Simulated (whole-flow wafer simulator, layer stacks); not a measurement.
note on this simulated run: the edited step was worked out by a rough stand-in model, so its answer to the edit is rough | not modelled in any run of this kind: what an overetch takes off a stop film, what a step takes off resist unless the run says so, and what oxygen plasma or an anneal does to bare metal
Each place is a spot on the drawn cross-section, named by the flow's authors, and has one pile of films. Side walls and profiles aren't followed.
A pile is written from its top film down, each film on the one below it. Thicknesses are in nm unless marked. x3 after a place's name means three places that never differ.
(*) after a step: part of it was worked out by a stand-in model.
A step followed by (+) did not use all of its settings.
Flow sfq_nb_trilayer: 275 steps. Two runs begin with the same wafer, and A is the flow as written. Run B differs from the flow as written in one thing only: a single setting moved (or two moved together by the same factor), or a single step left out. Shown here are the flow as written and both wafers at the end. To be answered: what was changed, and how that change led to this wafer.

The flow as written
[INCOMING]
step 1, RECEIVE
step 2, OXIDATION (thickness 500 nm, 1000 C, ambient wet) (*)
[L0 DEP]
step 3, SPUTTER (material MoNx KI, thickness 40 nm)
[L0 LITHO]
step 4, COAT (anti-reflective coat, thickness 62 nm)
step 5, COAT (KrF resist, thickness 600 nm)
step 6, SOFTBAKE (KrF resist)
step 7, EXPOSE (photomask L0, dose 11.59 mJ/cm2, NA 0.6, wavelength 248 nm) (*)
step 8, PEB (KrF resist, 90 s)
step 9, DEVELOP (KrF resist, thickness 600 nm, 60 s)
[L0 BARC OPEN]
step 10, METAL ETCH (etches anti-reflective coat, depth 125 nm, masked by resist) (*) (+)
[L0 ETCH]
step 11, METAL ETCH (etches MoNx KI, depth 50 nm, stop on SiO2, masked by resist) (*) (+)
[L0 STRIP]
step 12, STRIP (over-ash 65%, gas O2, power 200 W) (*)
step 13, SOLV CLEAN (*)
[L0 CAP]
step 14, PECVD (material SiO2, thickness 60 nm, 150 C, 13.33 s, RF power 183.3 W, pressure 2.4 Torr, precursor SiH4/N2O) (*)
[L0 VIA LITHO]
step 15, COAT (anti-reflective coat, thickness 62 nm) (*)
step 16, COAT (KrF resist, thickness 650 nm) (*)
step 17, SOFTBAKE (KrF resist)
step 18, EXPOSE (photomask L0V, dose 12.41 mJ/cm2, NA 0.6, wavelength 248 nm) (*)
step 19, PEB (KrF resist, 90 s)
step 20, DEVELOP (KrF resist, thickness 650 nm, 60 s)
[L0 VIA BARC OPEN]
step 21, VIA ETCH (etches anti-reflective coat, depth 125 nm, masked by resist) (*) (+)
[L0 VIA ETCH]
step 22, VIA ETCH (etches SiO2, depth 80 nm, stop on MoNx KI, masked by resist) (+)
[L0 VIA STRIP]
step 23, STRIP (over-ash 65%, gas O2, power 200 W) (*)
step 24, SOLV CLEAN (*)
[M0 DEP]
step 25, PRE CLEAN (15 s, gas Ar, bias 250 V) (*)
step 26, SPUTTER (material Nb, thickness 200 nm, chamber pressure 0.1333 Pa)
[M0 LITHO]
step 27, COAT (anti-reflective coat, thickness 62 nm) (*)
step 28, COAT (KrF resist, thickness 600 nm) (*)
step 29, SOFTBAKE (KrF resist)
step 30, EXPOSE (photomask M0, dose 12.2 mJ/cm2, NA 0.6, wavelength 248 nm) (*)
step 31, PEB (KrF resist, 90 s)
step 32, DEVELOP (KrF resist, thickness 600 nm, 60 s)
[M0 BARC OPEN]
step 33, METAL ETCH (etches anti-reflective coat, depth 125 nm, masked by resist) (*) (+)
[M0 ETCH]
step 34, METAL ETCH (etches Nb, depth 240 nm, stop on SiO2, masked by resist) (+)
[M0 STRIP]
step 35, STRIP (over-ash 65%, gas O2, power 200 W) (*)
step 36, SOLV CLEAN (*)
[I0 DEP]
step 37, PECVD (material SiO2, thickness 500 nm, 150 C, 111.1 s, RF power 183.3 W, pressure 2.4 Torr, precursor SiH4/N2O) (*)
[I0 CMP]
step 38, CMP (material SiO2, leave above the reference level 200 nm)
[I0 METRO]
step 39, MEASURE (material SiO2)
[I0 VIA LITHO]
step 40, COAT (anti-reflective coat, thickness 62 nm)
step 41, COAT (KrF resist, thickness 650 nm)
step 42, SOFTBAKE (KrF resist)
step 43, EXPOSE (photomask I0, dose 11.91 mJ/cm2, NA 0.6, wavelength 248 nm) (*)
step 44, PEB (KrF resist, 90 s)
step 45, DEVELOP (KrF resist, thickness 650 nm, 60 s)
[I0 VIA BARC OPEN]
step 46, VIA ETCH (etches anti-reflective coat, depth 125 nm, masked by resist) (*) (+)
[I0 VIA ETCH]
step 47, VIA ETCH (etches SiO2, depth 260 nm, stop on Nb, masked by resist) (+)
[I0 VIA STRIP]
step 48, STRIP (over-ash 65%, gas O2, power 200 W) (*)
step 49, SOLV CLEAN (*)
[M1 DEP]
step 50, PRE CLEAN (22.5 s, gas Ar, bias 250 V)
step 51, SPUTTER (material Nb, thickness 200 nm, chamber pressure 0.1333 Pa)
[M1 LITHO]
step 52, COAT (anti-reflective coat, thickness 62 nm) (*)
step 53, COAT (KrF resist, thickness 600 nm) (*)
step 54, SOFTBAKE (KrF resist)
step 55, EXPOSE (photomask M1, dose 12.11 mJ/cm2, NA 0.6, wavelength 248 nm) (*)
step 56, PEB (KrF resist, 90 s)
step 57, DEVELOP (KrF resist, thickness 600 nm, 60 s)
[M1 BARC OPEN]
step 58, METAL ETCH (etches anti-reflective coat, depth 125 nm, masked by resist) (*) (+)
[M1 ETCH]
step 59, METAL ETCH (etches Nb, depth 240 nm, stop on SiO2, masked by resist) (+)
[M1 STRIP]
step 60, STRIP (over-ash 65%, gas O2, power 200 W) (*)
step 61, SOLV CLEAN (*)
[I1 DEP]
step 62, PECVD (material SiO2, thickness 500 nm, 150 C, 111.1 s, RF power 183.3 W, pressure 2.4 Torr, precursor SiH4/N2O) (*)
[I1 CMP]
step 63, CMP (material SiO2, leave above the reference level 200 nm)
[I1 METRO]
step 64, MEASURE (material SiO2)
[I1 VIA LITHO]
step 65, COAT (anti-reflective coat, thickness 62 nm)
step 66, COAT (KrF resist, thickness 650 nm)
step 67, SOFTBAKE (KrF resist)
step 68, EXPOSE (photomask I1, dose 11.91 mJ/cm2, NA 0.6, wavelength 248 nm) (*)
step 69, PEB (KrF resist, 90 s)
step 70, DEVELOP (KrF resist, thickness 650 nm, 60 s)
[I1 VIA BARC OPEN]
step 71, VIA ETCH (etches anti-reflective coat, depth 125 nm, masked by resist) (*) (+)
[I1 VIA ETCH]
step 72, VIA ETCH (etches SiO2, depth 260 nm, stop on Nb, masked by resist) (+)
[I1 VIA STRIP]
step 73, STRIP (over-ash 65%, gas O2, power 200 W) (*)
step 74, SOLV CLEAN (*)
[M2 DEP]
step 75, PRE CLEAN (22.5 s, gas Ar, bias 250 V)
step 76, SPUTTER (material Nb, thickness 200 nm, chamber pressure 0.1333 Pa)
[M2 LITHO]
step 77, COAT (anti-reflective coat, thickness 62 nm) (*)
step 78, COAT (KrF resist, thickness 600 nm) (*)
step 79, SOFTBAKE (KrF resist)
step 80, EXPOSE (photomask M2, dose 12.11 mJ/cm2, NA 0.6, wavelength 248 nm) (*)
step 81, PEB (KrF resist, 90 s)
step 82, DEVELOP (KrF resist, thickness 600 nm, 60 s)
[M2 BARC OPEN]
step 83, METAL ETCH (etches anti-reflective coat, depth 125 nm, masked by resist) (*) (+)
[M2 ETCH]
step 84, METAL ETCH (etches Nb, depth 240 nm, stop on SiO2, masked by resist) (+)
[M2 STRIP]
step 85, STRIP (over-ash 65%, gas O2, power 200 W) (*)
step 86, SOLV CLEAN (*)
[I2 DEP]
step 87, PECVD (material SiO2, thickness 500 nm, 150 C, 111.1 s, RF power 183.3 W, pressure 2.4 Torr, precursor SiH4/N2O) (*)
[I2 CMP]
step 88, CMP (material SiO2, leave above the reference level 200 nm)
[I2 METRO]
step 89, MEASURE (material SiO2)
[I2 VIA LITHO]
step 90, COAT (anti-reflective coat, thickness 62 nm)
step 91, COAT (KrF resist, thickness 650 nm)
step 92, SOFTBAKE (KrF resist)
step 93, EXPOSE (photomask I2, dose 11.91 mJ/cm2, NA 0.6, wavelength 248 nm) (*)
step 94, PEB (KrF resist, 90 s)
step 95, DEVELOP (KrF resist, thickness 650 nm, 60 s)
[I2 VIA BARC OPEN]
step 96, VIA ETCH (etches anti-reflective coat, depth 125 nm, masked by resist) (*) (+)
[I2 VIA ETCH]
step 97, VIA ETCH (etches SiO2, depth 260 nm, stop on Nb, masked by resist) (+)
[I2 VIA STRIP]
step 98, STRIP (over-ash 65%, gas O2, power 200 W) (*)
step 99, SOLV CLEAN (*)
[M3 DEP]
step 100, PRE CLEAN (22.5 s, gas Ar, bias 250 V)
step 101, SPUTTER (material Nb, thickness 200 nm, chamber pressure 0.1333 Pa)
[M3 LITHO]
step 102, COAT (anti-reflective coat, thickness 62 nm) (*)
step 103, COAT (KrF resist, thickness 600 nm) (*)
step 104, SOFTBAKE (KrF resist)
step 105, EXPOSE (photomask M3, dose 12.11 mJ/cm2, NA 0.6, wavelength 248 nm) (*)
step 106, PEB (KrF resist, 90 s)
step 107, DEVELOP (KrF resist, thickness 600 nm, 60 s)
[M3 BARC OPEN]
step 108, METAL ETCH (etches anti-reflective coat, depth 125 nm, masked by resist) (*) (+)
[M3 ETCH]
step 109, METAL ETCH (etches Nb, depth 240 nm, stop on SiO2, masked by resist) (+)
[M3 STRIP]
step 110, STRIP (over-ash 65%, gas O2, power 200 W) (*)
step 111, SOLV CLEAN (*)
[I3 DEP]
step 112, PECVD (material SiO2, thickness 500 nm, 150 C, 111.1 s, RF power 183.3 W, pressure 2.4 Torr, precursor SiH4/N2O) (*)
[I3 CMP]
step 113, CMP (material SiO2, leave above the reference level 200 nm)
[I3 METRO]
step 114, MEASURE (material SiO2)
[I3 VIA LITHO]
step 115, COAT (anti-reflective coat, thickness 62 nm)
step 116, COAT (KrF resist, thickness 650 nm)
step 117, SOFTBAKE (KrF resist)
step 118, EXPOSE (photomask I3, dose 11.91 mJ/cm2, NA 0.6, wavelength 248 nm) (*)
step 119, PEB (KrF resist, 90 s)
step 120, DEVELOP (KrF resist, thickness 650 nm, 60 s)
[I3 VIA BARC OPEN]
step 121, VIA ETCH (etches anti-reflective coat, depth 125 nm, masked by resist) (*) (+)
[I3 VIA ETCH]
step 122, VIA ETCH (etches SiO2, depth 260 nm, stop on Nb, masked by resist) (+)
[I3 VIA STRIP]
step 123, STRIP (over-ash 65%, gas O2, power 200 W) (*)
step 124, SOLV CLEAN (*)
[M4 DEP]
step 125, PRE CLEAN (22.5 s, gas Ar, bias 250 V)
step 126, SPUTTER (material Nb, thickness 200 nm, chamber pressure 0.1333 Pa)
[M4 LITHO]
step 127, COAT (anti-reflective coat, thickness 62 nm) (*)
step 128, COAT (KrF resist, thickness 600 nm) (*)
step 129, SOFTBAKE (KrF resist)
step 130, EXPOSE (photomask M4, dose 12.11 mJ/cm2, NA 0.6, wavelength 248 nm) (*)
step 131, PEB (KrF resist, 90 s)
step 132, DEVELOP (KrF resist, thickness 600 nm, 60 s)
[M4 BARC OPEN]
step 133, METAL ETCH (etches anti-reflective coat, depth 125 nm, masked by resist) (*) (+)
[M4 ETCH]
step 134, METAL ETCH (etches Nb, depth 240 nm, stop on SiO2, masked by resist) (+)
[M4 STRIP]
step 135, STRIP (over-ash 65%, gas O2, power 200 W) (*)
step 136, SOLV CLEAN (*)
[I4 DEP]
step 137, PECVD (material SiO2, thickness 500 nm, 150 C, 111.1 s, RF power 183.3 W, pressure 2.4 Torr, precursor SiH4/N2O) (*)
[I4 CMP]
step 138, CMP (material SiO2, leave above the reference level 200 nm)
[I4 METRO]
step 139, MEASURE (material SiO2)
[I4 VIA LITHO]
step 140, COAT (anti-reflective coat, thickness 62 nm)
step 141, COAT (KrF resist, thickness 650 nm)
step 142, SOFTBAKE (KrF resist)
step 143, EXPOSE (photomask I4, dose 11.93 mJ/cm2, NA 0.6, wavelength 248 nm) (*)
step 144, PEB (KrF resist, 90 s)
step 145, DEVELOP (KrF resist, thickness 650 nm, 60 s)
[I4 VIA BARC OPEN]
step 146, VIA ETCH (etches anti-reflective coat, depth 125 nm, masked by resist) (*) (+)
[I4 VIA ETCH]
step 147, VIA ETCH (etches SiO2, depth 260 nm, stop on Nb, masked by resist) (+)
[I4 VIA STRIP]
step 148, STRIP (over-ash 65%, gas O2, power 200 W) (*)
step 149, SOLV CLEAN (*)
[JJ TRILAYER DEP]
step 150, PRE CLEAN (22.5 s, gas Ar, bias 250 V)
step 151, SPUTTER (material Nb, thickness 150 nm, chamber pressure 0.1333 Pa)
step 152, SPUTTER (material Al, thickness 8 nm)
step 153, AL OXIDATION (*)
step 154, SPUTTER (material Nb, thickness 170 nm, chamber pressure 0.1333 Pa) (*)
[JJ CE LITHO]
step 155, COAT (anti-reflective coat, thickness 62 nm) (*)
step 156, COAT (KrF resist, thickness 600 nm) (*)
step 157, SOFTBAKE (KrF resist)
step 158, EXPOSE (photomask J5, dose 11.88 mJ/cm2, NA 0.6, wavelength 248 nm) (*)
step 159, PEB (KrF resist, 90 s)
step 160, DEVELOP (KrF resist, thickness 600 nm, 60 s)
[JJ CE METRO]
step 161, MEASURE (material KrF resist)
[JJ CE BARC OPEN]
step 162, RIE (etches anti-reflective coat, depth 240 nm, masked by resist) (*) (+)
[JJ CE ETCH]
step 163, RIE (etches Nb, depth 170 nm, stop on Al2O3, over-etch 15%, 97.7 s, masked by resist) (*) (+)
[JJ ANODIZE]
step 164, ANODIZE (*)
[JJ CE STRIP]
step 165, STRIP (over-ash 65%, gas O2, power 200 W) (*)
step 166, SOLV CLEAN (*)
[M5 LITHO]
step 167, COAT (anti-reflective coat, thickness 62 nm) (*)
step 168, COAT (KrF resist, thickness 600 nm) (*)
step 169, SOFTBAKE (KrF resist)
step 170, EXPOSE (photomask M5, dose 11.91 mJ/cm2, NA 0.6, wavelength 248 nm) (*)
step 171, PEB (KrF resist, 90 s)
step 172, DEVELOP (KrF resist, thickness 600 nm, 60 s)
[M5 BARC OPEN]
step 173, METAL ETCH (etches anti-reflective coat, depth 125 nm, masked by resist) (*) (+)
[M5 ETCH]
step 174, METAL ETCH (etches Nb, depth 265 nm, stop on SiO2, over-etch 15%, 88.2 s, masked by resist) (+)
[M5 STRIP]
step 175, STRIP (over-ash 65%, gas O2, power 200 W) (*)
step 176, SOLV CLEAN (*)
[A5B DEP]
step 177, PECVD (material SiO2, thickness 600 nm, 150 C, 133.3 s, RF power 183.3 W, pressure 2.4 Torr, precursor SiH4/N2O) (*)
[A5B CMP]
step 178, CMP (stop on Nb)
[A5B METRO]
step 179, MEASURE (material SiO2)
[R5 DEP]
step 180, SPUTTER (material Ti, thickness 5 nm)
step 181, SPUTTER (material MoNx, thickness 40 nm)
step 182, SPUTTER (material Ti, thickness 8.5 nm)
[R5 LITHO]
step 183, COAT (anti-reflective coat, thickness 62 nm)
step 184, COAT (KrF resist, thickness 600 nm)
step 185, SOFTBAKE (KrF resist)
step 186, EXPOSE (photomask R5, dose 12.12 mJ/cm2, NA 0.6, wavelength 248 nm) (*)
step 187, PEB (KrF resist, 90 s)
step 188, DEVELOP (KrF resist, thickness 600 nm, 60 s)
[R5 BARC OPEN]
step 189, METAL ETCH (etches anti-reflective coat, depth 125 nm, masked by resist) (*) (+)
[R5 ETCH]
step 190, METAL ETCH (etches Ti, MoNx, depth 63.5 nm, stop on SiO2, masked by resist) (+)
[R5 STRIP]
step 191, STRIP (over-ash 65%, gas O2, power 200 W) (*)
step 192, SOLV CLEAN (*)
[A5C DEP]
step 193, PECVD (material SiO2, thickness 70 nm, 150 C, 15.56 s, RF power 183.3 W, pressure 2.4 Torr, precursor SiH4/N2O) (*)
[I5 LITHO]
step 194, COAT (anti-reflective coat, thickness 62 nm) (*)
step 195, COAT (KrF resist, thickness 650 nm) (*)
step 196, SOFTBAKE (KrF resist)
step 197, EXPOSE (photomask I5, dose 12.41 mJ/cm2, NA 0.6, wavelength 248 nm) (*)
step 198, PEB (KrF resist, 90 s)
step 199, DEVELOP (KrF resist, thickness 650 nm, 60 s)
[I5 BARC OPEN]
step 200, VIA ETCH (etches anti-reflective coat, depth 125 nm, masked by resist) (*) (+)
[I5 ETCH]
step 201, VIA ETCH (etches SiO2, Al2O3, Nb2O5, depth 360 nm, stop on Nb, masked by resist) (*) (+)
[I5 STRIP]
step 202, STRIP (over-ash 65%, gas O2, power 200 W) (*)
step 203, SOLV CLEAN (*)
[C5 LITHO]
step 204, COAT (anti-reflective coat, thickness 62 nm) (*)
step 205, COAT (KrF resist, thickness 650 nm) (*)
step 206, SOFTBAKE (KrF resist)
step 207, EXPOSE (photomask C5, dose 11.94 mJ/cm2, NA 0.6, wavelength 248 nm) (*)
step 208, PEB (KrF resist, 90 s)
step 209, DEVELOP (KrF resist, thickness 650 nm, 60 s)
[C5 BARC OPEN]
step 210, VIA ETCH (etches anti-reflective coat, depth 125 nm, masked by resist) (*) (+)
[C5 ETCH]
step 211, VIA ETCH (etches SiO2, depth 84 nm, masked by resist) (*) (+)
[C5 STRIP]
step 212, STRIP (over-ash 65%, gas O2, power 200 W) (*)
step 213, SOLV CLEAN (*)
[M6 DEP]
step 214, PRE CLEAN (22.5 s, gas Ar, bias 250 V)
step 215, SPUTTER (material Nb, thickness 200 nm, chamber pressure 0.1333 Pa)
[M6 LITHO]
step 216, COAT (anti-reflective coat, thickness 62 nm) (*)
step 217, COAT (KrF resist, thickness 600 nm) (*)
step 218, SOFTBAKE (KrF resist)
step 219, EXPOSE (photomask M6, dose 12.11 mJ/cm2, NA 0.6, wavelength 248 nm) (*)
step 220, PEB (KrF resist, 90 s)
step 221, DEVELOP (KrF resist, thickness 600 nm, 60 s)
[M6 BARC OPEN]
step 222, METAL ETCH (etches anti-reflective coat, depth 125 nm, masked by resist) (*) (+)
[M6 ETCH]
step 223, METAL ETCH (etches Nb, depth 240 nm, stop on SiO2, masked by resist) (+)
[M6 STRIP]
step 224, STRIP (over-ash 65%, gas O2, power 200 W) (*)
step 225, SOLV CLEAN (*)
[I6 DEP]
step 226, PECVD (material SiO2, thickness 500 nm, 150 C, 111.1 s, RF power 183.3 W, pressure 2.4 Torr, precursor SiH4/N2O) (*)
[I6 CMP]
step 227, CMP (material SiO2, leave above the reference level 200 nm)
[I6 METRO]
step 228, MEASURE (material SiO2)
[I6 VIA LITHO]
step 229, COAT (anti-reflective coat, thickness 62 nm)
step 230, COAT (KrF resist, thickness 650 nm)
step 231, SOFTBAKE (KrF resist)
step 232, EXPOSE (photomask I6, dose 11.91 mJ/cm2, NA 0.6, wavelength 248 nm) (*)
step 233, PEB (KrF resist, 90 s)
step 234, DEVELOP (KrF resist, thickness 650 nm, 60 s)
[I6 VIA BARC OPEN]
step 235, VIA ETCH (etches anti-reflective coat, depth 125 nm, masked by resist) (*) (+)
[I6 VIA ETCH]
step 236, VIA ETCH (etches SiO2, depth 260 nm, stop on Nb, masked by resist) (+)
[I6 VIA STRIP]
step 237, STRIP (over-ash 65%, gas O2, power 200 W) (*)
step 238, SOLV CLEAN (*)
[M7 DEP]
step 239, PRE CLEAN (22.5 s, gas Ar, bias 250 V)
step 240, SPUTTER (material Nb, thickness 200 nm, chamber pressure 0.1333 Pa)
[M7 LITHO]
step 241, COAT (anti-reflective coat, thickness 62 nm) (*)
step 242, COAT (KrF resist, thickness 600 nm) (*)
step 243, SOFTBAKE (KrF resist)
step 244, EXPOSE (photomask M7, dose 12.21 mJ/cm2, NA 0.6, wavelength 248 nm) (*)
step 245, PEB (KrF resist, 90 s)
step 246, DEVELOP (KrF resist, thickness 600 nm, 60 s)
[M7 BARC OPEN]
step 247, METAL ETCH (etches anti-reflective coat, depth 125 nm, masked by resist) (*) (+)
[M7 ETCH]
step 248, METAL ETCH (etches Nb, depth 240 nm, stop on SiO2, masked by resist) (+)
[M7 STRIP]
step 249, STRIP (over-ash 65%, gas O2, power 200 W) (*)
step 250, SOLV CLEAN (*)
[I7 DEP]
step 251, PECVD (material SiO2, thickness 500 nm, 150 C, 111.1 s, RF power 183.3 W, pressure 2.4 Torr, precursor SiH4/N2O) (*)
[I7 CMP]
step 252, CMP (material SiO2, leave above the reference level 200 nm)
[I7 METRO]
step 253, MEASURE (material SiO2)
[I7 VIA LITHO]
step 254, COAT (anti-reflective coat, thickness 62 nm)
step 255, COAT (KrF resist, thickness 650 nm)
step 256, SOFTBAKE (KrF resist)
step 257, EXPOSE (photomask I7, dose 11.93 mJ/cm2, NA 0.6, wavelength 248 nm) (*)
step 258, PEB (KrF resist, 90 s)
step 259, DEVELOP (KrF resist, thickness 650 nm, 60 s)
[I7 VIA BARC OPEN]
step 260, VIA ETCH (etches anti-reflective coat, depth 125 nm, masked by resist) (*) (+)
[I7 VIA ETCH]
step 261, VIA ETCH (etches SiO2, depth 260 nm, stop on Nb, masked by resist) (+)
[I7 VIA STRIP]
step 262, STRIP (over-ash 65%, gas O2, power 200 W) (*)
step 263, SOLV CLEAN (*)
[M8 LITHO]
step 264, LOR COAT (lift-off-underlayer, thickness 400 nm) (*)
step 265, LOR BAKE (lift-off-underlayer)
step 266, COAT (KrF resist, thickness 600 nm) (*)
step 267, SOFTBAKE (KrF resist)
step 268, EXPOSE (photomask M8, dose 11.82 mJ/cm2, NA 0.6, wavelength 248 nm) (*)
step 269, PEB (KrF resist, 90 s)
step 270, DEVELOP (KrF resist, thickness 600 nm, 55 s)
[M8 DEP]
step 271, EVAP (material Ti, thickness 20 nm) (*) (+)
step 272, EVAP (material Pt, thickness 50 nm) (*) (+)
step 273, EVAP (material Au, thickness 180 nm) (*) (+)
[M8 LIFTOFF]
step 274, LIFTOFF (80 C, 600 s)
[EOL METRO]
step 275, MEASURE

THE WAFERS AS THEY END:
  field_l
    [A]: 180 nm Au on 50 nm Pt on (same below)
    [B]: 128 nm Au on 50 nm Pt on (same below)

Cause: step 273, EVAP: thickness 128 nm was run, though the flow has thickness 180 nm.
The wafer itself shows it: field_l has Au 128, and step 273 as written asks for 180 nm.

Step by step, how the change led to this:
  step 273, EVAP (material Au, thickness 180 nm) (*) (+)
      field_l, v_sur, via_wl and 103 more: A +180 Au (new film) | B +128 Au (new film)
  step 274, LIFTOFF (80 C, 600 s)
      p4_fl, p4_fm, p4_w1 and 71 more: A -180 Au (all of it), -50 Pt (all of it), -20 Ti (all of it), -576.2 KrF resist (all of it), -400 lift-off-underlayer (all of it) | B -128 Au (all of it), -50 Pt (all of it), -20 Ti (all of it), -576.2 KrF resist (all of it), -400 lift-off-underlayer (all of it)
      c5j, ce_r: A -180 Au (all of it), -50 Pt (all of it), -20 Ti (all of it), -573.3 KrF resist (all of it), -399.3 lift-off-underlayer (all of it) | B -128 Au (all of it), -50 Pt (all of it), -20 Ti (all of it), -573.3 KrF resist (all of it), -399.3 lift-off-underlayer (all of it)
      (and at 19 other places as well)
